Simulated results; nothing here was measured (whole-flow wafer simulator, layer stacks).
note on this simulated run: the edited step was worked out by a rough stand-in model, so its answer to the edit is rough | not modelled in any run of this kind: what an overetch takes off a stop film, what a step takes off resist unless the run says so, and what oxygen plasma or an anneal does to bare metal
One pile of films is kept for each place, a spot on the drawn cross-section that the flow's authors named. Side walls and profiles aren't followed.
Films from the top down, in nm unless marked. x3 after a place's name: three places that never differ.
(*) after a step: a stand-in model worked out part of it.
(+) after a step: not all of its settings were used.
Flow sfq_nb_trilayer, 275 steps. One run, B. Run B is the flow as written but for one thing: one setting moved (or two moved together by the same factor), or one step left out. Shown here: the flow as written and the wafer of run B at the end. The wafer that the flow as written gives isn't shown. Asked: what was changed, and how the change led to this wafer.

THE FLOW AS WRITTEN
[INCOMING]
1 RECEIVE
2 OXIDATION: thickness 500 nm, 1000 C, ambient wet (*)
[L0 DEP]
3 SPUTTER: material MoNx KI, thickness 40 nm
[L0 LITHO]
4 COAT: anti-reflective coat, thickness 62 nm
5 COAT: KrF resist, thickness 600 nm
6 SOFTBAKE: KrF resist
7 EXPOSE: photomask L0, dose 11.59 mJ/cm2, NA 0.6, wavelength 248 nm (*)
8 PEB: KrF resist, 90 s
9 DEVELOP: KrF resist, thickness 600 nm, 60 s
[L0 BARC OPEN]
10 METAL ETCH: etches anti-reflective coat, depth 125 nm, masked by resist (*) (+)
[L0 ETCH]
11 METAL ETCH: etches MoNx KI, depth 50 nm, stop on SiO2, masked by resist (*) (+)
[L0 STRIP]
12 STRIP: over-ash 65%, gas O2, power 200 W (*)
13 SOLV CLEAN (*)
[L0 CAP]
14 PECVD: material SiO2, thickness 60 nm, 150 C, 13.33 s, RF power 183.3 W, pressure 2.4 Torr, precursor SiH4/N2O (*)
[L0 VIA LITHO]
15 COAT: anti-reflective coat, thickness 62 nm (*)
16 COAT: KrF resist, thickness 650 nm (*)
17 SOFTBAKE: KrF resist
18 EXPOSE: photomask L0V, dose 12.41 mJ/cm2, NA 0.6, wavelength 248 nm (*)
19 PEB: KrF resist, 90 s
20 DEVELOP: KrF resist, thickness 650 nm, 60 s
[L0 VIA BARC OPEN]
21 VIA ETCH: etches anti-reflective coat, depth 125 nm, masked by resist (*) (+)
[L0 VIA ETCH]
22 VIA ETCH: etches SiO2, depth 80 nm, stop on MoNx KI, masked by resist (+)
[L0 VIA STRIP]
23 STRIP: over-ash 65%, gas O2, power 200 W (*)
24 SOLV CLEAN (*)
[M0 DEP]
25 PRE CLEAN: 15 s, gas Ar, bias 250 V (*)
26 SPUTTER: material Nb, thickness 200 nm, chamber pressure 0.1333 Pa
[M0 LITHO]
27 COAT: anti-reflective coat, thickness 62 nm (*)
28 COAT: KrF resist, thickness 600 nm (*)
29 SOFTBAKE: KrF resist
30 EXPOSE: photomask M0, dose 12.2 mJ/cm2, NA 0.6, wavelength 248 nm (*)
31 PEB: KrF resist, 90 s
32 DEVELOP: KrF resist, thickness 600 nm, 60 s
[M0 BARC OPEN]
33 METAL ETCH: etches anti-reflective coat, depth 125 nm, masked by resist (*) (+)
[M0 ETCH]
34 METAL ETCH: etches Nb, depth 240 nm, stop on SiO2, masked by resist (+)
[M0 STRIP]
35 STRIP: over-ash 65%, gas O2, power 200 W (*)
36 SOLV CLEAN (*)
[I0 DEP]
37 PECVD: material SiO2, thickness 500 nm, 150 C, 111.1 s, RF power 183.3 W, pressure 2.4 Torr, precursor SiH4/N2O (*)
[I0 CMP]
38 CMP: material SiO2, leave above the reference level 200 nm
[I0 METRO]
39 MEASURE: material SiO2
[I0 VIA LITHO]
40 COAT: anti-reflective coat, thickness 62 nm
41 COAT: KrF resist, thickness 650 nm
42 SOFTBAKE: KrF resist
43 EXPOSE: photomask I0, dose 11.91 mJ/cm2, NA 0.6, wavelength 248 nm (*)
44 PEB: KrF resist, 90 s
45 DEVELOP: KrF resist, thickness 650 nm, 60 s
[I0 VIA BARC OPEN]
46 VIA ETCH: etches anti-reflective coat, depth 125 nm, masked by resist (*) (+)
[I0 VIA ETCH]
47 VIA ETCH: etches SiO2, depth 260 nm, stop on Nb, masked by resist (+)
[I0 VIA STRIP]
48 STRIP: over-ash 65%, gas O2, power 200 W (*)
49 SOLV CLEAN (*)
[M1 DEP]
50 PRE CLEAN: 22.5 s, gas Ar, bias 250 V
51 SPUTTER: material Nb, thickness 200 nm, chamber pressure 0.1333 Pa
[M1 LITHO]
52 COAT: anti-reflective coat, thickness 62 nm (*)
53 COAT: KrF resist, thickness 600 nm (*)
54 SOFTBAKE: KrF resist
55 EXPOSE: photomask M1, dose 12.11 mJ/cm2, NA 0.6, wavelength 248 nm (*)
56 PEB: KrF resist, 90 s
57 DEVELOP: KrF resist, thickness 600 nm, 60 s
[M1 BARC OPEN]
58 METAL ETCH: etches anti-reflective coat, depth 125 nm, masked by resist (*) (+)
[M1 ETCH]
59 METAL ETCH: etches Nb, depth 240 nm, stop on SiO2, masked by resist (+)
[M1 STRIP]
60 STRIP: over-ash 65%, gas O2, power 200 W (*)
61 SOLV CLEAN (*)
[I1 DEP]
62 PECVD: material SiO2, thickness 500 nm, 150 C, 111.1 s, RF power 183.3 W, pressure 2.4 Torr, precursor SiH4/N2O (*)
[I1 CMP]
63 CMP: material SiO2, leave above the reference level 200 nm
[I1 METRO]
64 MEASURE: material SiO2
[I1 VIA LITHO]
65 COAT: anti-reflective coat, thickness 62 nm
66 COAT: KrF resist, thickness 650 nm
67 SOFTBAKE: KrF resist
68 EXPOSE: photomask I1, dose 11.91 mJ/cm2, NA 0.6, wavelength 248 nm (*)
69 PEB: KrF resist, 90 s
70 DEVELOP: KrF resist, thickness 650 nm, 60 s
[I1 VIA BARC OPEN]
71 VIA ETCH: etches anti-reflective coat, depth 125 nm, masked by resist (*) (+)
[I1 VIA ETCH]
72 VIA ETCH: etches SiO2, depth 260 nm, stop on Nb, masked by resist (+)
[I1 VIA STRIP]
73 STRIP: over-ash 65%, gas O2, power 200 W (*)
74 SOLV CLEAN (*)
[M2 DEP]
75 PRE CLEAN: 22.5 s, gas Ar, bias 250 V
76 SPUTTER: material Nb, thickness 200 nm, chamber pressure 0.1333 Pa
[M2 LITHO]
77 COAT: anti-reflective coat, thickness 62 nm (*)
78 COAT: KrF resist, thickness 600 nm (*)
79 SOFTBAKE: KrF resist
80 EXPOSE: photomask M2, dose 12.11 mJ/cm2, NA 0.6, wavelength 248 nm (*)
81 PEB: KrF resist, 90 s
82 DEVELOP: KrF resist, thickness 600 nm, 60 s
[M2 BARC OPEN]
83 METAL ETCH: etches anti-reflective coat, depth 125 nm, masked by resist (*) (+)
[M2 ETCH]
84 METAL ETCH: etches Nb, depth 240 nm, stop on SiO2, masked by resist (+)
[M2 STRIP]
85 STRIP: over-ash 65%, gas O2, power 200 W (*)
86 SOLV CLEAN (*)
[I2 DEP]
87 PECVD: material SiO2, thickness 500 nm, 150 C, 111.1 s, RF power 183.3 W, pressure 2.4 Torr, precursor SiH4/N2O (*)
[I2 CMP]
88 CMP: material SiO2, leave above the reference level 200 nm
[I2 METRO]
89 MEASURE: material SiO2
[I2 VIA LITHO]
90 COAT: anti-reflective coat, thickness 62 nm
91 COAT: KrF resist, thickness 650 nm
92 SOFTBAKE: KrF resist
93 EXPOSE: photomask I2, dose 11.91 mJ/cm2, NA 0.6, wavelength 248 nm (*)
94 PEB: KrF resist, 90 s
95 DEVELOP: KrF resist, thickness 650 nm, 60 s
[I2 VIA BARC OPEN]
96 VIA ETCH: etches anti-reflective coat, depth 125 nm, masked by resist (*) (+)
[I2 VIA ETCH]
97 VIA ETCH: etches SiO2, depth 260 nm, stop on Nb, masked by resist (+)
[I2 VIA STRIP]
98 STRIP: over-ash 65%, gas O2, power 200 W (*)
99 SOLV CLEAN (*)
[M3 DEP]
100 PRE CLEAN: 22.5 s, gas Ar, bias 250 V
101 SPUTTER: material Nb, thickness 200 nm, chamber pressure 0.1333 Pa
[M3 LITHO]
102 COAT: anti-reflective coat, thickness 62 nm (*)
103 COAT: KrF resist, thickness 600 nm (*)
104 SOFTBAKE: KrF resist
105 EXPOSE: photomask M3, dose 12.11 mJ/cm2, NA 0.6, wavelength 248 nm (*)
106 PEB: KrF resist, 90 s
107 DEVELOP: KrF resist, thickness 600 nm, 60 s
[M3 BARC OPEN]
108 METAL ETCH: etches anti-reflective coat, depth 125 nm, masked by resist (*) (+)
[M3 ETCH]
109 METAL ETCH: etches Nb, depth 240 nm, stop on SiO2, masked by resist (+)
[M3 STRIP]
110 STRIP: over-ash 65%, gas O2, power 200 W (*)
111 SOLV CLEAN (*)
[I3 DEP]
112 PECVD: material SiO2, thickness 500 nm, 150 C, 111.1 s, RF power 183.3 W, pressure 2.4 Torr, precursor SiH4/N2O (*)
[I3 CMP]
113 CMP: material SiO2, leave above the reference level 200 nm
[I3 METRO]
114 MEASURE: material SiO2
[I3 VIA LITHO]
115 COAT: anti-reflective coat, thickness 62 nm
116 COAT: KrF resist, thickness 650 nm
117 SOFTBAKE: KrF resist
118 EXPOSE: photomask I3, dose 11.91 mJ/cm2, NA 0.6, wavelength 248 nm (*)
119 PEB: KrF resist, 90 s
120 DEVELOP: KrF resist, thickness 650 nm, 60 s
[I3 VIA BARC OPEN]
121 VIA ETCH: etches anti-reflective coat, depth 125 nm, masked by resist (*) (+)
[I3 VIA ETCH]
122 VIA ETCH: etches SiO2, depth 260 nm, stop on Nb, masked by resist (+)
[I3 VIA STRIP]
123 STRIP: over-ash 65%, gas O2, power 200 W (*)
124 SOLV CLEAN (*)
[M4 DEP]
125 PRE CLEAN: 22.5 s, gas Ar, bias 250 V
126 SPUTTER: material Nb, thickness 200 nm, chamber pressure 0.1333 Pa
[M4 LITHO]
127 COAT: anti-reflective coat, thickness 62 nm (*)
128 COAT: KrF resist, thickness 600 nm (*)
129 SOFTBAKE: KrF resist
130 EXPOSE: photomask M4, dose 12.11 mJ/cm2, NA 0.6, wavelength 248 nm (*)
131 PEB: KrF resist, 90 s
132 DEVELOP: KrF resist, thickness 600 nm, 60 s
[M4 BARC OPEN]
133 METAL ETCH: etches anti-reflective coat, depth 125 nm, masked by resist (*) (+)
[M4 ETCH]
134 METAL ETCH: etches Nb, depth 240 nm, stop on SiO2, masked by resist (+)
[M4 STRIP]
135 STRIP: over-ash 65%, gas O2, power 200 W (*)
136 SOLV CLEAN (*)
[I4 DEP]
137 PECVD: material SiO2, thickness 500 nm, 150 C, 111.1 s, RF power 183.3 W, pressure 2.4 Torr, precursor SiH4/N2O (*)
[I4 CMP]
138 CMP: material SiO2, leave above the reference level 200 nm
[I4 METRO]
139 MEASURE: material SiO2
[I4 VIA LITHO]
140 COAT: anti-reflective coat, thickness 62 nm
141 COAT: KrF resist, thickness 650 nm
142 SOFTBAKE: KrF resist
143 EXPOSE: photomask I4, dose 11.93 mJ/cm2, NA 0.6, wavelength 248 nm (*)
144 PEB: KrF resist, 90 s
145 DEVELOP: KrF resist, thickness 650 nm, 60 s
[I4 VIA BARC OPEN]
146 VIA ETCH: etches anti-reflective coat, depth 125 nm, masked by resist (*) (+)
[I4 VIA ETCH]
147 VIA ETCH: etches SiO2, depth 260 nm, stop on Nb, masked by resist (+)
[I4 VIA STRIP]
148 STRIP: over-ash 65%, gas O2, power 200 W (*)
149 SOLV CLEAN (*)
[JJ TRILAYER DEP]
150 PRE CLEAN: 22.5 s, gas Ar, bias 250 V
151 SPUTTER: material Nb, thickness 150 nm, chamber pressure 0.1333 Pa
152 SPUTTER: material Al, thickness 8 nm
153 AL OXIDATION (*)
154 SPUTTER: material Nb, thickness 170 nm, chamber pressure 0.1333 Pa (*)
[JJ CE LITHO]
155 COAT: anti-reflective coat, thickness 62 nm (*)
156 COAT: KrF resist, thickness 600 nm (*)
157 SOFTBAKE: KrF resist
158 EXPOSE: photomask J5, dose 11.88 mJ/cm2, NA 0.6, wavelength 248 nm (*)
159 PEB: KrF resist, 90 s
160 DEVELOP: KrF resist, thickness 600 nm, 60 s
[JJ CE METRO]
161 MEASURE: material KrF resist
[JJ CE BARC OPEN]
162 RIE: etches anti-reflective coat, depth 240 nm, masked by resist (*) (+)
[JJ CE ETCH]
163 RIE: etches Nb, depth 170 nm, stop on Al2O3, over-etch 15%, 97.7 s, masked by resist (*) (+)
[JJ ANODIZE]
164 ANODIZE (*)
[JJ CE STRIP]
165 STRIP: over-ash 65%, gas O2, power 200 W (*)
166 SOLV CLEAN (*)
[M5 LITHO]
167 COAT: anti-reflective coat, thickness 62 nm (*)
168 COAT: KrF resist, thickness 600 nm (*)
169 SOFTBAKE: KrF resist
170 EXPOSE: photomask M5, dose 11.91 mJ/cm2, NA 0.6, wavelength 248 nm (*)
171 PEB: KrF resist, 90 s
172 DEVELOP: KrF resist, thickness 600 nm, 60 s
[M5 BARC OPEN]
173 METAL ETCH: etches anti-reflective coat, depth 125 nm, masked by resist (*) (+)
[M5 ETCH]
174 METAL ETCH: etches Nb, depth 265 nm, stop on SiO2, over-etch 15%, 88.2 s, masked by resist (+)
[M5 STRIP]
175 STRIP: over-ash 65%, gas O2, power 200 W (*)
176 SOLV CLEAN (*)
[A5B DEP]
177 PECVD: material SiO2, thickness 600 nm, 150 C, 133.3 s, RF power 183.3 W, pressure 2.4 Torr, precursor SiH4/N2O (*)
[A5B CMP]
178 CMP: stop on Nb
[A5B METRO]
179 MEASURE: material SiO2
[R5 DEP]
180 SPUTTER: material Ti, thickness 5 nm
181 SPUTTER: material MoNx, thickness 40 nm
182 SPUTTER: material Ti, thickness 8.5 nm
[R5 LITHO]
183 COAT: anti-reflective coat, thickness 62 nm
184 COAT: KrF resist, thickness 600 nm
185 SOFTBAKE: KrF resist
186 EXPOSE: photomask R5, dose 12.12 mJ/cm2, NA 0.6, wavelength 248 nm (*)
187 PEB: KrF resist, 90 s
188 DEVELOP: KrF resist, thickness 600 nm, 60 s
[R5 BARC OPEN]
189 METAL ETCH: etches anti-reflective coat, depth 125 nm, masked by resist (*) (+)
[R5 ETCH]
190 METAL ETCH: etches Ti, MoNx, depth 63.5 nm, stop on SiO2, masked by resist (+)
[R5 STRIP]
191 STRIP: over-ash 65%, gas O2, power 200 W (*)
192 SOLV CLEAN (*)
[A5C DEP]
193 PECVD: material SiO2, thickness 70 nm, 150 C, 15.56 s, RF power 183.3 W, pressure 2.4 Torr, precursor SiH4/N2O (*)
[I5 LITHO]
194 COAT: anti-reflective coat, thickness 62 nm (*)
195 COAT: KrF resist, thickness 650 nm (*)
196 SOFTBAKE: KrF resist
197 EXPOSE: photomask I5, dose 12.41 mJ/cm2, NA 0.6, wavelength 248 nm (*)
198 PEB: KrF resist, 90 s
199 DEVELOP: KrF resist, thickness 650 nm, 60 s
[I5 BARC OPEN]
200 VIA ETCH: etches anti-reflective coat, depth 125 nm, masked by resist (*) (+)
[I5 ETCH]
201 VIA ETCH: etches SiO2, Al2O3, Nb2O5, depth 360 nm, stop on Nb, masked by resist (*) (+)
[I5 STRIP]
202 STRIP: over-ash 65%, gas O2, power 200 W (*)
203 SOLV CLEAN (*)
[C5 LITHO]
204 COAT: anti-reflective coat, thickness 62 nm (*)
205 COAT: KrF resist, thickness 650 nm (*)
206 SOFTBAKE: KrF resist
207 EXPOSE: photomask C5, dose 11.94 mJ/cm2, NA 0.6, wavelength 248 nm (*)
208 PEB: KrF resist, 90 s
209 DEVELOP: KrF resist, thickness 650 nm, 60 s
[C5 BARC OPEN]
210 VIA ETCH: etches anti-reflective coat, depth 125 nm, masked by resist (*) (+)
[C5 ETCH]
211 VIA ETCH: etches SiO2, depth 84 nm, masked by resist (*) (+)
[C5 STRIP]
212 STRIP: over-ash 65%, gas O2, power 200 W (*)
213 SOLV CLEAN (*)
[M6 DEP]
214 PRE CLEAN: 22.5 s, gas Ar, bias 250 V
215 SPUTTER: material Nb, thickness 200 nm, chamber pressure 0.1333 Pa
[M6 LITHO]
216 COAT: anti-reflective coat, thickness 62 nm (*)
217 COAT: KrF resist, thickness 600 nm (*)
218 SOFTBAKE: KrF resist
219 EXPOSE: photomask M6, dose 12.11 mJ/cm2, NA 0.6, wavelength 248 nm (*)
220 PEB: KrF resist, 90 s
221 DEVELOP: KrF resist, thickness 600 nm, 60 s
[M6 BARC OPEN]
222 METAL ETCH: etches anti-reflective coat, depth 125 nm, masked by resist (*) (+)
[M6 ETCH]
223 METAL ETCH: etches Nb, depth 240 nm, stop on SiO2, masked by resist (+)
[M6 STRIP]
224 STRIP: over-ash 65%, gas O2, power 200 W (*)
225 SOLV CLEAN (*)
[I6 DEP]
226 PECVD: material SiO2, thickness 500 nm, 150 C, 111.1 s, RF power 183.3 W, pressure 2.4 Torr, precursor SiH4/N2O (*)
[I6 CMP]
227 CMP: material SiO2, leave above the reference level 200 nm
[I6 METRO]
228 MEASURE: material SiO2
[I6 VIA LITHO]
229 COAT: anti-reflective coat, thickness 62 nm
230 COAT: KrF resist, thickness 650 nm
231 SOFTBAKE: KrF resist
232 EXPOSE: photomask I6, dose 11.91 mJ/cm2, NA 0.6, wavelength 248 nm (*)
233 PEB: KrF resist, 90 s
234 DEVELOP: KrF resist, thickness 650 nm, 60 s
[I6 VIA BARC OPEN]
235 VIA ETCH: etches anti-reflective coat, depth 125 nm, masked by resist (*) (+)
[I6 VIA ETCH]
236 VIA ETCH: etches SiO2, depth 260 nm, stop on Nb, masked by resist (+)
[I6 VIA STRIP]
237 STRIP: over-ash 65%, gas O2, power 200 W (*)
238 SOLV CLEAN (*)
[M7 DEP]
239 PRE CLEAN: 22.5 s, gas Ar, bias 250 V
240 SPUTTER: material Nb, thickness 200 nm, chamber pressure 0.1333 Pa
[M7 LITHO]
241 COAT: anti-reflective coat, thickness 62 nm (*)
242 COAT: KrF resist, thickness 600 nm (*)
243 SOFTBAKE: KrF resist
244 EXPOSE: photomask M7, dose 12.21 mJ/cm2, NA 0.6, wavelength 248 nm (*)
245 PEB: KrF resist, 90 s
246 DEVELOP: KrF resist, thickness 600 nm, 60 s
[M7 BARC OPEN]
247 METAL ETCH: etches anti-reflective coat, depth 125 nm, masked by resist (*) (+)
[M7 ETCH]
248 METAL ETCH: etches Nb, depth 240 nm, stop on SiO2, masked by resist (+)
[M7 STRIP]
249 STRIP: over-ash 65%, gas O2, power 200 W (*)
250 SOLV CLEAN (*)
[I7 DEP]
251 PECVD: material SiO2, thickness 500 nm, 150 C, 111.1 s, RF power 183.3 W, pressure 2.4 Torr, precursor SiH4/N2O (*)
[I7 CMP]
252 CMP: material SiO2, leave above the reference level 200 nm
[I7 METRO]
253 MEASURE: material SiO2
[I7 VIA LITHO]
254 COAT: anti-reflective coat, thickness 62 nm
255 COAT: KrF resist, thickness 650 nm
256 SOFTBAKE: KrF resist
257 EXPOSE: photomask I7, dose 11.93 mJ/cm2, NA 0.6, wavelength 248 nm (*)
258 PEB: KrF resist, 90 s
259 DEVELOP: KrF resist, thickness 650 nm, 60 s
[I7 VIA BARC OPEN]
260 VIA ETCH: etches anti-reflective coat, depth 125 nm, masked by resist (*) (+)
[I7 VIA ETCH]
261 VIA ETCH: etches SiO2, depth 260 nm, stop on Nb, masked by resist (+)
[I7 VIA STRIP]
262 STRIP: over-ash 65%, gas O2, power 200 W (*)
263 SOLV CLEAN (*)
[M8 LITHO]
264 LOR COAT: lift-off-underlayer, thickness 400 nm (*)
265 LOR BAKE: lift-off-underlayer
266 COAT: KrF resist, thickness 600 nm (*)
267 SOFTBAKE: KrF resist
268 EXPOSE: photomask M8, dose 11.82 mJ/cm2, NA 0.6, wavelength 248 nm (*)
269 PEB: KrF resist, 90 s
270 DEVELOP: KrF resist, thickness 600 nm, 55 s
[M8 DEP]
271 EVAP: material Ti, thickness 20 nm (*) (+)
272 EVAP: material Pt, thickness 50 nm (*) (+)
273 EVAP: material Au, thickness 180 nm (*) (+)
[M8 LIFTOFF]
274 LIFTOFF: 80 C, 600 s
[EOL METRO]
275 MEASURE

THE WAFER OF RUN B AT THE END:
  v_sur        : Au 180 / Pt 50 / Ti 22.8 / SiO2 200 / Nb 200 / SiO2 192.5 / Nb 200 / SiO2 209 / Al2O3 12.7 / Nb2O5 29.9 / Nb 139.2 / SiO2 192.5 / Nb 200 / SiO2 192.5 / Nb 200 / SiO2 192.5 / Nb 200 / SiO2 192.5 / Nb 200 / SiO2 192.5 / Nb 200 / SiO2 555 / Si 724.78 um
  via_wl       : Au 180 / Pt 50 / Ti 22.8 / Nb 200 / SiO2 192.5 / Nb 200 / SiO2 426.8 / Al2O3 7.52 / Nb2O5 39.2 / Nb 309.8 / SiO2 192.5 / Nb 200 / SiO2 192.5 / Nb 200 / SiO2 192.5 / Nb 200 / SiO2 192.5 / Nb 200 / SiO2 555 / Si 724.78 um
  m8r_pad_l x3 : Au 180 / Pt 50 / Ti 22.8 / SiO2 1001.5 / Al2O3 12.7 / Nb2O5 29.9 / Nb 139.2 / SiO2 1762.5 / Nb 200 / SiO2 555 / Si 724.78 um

The cause: step 271, EVAP: thickness 22.8 nm was run, where the flow has thickness 20 nm.
It can be read off the wafer: v_sur has Ti 22.8, and step 271 as written asks for 20 nm.

How the change led to this, step by step:
  271 EVAP: material Ti, thickness 20 nm (*) (+)
      field_l, v_sur, via_wl and 103 more: Ti +22.8 (new film) (as written it would be: Ti +20 (new film))
  274 LIFTOFF: 80 C, 600 s
      p4_fl x3, p4_w1 x9, p4_g1 x2 and 60 more: Au -180 (all of it), Pt -50 (all of it), Ti -22.8 (all of it), KrF resist -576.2 (all of it), lift-off-underlayer -400 (all of it) (as written it would be: Au -180 (all of it), Pt -50 (all of it), Ti -20 (all of it), KrF resist -576.2 (all of it), lift-off-underlayer -400 (all of it))
      c5j, ce_r: Au -180 (all of it), Pt -50 (all of it), Ti -22.8 (all of it), KrF resist -573.3 (all of it), lift-off-underlayer -399.3 (all of it) (as written it would be: Au -180 (all of it), Pt -50 (all of it), Ti -20 (all of it), KrF resist -573.3 (all of it), lift-off-underlayer -399.3 (all of it))
      (and at 19 more places)
